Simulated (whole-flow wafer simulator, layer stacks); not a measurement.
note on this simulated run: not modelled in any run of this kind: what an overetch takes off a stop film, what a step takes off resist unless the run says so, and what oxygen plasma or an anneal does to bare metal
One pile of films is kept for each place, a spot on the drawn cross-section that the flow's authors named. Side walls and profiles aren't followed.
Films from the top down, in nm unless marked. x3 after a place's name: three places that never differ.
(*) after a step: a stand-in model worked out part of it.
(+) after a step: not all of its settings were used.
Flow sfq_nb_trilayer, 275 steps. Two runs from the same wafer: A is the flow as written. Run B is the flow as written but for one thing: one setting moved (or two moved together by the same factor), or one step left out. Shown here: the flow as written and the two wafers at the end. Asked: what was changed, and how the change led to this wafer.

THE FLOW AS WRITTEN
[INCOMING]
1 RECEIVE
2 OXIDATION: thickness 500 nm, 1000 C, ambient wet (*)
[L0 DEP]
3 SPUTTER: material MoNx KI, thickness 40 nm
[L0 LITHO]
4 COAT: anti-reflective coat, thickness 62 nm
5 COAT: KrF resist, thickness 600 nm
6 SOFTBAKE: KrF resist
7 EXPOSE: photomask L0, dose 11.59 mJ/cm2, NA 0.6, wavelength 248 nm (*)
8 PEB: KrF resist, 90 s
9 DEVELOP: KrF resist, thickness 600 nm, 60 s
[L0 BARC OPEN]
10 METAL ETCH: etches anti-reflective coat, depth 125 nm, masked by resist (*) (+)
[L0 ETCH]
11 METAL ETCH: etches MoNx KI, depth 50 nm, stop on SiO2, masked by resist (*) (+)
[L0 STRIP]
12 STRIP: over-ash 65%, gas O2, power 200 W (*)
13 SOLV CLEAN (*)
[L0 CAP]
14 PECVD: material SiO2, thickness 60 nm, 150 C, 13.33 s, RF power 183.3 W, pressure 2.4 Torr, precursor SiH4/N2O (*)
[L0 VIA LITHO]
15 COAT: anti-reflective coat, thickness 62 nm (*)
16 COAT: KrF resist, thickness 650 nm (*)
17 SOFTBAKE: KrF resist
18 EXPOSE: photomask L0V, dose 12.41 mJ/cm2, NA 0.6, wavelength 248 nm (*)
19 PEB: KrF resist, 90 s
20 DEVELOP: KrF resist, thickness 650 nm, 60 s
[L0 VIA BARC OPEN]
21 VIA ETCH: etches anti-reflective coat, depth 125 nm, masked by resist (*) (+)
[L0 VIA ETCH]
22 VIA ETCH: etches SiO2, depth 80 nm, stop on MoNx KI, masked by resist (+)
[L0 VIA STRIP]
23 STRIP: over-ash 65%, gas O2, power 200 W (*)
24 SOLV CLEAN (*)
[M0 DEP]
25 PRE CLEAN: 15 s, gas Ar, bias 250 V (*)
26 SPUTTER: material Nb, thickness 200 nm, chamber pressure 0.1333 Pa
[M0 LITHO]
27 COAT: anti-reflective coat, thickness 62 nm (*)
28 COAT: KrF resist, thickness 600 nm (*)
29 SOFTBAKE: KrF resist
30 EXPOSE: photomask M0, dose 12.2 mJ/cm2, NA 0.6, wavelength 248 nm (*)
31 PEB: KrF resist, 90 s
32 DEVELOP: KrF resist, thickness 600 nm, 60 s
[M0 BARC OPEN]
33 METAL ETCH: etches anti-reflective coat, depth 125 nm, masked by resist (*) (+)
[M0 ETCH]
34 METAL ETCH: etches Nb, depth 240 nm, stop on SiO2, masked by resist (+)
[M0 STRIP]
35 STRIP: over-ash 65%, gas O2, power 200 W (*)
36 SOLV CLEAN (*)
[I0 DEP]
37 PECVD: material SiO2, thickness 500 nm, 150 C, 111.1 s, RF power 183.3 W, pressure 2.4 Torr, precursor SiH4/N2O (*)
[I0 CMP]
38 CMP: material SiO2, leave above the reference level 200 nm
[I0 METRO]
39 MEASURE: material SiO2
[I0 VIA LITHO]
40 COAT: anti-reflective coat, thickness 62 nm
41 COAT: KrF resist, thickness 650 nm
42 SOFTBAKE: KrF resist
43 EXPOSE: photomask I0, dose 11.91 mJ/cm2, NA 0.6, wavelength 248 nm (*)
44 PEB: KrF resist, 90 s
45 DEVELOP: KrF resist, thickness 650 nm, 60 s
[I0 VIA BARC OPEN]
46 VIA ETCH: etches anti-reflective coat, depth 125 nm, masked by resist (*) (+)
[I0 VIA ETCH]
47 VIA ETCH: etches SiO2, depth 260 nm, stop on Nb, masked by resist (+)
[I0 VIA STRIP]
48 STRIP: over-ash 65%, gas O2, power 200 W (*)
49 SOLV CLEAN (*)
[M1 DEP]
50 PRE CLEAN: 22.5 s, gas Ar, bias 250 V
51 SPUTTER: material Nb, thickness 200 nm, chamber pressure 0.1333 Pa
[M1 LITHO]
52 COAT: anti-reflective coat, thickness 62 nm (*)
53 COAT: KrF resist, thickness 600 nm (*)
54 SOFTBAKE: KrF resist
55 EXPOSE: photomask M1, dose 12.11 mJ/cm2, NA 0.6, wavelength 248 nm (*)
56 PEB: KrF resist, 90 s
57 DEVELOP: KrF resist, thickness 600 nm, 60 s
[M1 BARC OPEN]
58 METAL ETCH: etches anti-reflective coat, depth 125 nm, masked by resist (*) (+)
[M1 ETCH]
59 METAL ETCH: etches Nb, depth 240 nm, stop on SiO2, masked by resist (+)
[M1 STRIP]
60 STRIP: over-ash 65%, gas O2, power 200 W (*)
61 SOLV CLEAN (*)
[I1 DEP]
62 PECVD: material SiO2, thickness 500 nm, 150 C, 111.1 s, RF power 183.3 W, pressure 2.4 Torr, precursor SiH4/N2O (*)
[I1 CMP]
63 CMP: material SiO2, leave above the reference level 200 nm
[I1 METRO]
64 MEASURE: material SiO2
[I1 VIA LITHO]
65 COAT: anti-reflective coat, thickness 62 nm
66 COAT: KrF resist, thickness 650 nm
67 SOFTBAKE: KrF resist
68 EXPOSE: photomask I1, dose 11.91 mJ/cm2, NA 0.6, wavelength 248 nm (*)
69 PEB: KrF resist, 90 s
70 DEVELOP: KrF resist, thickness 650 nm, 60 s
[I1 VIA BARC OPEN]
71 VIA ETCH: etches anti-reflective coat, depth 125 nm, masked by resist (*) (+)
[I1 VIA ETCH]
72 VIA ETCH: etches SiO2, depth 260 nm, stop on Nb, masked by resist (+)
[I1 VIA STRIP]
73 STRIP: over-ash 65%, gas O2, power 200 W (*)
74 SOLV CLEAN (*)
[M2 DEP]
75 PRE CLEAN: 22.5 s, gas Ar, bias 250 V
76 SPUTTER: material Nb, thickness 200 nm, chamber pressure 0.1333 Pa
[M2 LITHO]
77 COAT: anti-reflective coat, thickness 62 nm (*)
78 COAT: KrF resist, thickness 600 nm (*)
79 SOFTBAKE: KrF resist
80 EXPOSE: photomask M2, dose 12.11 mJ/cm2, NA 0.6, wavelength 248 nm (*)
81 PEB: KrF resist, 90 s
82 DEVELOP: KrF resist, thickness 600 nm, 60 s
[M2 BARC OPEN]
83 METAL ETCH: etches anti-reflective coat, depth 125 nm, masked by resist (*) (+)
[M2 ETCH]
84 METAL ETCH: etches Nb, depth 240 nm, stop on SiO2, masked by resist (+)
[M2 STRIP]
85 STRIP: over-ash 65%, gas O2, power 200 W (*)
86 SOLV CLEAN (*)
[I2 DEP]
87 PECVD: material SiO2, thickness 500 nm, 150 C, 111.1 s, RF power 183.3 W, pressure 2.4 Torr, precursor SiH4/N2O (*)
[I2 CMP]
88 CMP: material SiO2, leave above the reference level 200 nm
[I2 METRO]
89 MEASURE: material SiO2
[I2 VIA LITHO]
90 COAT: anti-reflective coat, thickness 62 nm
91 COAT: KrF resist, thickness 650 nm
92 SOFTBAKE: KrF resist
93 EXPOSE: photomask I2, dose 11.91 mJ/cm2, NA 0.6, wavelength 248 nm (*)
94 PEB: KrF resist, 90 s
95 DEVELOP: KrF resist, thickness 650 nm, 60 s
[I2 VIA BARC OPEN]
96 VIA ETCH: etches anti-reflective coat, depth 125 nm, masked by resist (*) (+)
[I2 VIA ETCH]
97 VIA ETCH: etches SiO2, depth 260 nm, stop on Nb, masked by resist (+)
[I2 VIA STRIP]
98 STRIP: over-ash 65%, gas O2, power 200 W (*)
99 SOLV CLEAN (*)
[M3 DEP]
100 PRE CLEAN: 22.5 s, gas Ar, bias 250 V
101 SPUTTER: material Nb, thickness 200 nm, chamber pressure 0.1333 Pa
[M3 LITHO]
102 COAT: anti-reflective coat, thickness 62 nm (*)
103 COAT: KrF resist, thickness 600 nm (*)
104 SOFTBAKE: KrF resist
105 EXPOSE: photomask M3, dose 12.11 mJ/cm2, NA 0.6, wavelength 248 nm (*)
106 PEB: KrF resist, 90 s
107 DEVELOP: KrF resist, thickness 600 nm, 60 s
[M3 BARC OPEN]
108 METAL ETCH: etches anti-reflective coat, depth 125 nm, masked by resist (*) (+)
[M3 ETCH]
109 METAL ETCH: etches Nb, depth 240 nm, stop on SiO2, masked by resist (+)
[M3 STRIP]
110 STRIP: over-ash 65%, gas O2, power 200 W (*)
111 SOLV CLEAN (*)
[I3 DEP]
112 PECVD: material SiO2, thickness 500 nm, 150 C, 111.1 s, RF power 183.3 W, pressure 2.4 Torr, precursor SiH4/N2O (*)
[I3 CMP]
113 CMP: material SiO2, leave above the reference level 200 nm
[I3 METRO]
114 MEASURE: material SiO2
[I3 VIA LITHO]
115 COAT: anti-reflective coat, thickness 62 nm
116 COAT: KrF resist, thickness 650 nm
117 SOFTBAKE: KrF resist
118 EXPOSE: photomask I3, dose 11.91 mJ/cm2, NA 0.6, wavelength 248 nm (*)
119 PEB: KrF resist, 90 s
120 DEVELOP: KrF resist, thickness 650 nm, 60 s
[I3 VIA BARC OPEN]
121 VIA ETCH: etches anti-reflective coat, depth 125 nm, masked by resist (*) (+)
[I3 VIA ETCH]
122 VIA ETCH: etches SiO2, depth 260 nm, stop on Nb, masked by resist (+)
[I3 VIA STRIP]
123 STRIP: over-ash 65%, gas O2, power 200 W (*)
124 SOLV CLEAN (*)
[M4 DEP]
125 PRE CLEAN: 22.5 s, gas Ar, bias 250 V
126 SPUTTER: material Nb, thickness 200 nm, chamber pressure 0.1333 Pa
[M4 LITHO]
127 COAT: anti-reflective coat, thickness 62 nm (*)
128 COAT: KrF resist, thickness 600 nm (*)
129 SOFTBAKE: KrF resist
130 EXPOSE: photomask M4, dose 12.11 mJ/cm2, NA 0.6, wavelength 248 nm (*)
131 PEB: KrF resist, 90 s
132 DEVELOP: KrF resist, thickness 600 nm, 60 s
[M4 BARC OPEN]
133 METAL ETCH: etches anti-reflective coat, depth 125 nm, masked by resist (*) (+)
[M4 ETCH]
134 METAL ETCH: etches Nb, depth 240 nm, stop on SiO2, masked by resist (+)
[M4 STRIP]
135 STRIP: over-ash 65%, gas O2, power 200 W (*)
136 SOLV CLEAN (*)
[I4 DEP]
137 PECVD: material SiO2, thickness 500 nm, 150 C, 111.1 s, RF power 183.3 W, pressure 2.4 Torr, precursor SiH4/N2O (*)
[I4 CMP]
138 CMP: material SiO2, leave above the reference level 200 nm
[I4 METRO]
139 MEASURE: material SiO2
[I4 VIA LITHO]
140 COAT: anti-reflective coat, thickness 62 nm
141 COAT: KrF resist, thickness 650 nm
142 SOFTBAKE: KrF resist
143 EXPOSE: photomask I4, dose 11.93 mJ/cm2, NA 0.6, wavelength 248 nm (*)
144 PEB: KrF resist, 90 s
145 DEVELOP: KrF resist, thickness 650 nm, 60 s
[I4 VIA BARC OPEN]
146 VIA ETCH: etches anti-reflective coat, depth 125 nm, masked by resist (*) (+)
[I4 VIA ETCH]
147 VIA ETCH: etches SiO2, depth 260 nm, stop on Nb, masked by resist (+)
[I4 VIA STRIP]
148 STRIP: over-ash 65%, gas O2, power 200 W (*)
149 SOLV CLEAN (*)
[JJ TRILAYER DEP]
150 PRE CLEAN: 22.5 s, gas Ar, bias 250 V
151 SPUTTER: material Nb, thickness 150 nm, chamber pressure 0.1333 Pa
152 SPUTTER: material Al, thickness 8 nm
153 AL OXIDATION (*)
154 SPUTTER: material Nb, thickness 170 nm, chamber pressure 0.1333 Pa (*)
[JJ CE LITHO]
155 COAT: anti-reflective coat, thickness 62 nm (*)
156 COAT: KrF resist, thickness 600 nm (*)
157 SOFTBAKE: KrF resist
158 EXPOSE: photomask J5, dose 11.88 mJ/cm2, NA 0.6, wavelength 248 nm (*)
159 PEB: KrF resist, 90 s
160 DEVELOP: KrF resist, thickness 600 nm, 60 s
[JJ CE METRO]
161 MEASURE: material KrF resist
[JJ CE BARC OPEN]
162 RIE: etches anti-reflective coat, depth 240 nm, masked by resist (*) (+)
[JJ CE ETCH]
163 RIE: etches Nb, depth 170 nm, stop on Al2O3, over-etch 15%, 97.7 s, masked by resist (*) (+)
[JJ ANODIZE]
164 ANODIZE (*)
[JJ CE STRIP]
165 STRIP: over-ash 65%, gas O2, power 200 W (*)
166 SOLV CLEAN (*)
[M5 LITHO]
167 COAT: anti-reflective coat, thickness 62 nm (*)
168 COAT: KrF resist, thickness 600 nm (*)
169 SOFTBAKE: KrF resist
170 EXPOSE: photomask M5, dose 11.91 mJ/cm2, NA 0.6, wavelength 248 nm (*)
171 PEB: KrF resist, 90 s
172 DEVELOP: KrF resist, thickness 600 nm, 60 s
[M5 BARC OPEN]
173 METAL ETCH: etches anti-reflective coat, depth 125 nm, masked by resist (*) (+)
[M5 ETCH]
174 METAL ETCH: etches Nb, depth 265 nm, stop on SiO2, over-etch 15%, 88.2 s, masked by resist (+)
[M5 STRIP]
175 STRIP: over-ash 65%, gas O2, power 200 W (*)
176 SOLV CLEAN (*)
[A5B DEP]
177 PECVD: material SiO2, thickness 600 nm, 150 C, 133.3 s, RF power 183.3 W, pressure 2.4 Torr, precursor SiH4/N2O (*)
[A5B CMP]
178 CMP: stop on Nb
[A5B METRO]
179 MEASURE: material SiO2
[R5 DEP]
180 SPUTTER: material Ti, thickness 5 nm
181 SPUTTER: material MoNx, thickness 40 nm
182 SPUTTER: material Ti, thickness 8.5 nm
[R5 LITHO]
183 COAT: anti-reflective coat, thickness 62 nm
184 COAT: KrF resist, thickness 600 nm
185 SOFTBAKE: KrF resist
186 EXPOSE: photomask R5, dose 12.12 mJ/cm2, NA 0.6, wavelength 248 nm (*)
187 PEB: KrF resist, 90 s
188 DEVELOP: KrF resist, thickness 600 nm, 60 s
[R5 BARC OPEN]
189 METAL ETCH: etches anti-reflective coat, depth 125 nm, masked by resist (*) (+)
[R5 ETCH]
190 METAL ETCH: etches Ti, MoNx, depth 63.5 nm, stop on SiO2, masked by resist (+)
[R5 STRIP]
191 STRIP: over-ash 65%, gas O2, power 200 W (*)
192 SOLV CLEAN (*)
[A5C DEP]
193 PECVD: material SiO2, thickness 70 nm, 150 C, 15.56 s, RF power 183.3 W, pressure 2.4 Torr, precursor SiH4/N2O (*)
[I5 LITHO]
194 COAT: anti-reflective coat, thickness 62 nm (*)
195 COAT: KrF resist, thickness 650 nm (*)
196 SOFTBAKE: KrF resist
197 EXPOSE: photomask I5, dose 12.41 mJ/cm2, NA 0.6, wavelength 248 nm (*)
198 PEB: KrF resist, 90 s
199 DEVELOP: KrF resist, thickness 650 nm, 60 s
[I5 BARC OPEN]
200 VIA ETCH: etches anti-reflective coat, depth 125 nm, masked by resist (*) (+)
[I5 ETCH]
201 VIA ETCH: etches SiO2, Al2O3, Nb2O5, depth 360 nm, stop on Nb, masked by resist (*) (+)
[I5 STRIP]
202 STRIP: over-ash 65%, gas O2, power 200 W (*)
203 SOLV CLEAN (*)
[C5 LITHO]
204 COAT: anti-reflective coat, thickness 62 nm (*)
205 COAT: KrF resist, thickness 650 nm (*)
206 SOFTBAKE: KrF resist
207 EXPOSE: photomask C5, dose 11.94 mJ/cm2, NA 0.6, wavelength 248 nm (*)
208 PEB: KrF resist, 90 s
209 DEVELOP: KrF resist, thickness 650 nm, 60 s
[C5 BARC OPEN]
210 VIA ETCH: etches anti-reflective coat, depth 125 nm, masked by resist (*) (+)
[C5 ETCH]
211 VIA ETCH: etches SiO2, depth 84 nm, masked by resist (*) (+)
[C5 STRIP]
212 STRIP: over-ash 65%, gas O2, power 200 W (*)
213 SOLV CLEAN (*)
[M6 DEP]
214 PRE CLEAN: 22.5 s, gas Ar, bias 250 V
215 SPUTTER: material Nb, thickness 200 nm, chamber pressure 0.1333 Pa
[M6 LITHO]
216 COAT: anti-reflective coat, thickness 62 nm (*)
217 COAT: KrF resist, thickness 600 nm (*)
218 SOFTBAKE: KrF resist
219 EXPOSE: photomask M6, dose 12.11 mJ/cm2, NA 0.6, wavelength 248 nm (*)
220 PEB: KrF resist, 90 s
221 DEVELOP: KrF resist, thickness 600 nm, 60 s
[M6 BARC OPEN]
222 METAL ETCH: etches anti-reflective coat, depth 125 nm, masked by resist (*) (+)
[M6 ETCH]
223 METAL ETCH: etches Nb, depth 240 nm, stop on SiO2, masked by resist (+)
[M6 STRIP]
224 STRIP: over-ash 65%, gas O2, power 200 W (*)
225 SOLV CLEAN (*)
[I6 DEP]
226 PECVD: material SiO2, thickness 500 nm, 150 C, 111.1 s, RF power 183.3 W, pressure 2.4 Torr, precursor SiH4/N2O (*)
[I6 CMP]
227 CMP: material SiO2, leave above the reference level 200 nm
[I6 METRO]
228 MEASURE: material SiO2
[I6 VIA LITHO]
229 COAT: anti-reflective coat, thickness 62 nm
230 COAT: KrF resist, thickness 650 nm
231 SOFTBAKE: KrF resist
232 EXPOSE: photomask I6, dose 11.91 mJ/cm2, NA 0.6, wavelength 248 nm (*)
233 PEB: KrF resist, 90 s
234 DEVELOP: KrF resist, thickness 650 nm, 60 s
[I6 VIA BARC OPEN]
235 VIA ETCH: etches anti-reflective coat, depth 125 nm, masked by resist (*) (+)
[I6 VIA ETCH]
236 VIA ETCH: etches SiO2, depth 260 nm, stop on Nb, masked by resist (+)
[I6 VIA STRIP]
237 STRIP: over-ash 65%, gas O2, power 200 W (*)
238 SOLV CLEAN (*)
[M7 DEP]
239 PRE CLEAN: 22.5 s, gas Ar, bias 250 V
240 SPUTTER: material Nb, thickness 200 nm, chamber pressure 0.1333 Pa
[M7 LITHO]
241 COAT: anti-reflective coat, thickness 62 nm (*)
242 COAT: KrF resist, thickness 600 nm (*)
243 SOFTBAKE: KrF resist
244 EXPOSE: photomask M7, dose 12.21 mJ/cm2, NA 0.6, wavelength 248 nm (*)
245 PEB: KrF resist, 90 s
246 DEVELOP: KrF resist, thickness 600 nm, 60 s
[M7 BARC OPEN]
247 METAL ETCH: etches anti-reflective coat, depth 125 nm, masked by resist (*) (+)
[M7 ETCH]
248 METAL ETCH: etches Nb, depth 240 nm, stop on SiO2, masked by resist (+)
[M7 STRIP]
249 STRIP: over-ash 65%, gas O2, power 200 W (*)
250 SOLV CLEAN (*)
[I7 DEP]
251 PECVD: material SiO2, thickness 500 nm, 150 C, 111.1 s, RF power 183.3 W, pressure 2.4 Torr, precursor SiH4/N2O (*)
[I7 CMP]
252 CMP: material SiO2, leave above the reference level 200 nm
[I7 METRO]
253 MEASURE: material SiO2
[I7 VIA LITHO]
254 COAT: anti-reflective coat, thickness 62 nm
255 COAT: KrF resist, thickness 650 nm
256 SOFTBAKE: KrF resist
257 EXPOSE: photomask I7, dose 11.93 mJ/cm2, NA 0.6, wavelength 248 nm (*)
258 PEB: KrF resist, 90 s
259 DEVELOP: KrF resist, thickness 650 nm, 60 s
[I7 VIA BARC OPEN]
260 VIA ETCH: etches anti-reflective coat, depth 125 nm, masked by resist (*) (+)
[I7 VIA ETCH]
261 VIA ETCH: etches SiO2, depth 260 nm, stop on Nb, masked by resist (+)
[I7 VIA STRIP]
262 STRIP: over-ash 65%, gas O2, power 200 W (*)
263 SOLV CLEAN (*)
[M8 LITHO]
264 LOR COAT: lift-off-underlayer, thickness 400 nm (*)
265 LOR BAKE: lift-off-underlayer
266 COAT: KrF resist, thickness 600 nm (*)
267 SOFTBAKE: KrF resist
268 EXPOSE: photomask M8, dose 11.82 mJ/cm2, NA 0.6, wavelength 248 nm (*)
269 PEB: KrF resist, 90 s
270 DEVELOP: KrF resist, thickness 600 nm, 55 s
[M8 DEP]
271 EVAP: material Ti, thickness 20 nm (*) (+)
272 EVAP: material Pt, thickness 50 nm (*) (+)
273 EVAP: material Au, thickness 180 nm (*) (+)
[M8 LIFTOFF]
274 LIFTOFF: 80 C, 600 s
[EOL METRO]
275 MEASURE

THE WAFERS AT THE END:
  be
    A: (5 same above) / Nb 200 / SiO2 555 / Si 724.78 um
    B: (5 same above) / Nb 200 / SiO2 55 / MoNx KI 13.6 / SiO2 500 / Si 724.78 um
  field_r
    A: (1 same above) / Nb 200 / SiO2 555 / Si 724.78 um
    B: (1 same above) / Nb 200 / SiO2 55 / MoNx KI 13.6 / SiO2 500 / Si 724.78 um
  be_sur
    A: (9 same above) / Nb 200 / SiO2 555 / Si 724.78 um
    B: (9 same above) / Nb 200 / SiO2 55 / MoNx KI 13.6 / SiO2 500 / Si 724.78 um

The cause: step 3, SPUTTER: thickness 63.6 nm was run, where the flow has thickness 40 nm.

How the change led to this, step by step:
  3 SPUTTER: material MoNx KI, thickness 40 nm
      field_l, v_sur, via_wl and 103 more: A MoNx KI +40 (new film) | B MoNx KI +63.6 (new film)
  11 METAL ETCH: etches MoNx KI, depth 50 nm, stop on SiO2, masked by resist (*) (+)
      v_sur, via_wl, via_w and 97 more: A MoNx KI -40 (all of it) | B MoNx KI -50
  14 PECVD: material SiO2, thickness 60 nm, 150 C, 13.33 s, RF power 183.3 W, pressure 2.4 Torr, precursor SiH4/N2O (*)
      v_sur, via_wl, via_w and 97 more: A SiO2 +60 | B SiO2 +60 (new film)
  15 COAT: anti-reflective coat, thickness 62 nm (*)
      field_l: A anti-reflective coat +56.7 (new film) | B anti-reflective coat +55.5 (new film)
      v_sur: A anti-reflective coat +72.2 (new film) | B anti-reflective coat +74.9 (new film)
      (and at 2 more places)
  23 STRIP: over-ash 65%, gas O2, power 200 W (*)
      field_l: A KrF resist -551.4 (all of it), anti-reflective coat -56.7 (all of it) | B KrF resist -549.3 (all of it), anti-reflective coat -55.5 (all of it)
      v_sur: A KrF resist -570.5 (all of it), anti-reflective coat -72.2 (all of it) | B KrF resist -573.1 (all of it), anti-reflective coat -74.9 (all of it)
      (and at 2 more places)
  27 COAT: anti-reflective coat, thickness 62 nm (*)
      v_sur: A anti-reflective coat +72.3 (new film) | B anti-reflective coat +75.1 (new film)
      l0_sur: A anti-reflective coat +47.5 (new film) | B anti-reflective coat +46.5 (new film)
      (and at 1 more place)
  35 STRIP: over-ash 65%, gas O2, power 200 W (*)
      v_sur: A KrF resist -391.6 (all of it), anti-reflective coat -72.3 (all of it) | B KrF resist -393.9 (all of it), anti-reflective coat -75.1 (all of it)
      l0_sur: A KrF resist -372 (all of it), anti-reflective coat -47.5 (all of it) | B KrF resist -369.2 (all of it), anti-reflective coat -46.5 (all of it)
      (and at 1 more place)
  38 CMP: material SiO2, leave above the reference level 200 nm
      field_l, l0_sur, l0r_line_l, l0r_line_c, l0r_line_r: A SiO2 -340 | B SiO2 -350
      l0v: A SiO2 -277.8 | B SiO2 -287.8
Counting metal films that touch as one body, be has 4 bodies (between them, from the top down: SiO2 503.2; SiO2 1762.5; SiO2 55); the flow as written gives 3 bodies (between them, from the top down: SiO2 503.2; SiO2 1762.5).
Counting metal films that touch as one body, field_r has 2 bodies (between them, from the top down: SiO2 55); the flow as written gives 1 body.
Counting metal films that touch as one body, be_sur has 5 bodies (between them, from the top down: SiO2 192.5; SiO2 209 / Al2O3 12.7 / Nb2O5 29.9; SiO2 1762.5; SiO2 55); the flow as written gives 4 bodies (between them, from the top down: SiO2 192.5; SiO2 209 / Al2O3 12.7 / Nb2O5 29.9; SiO2 1762.5).
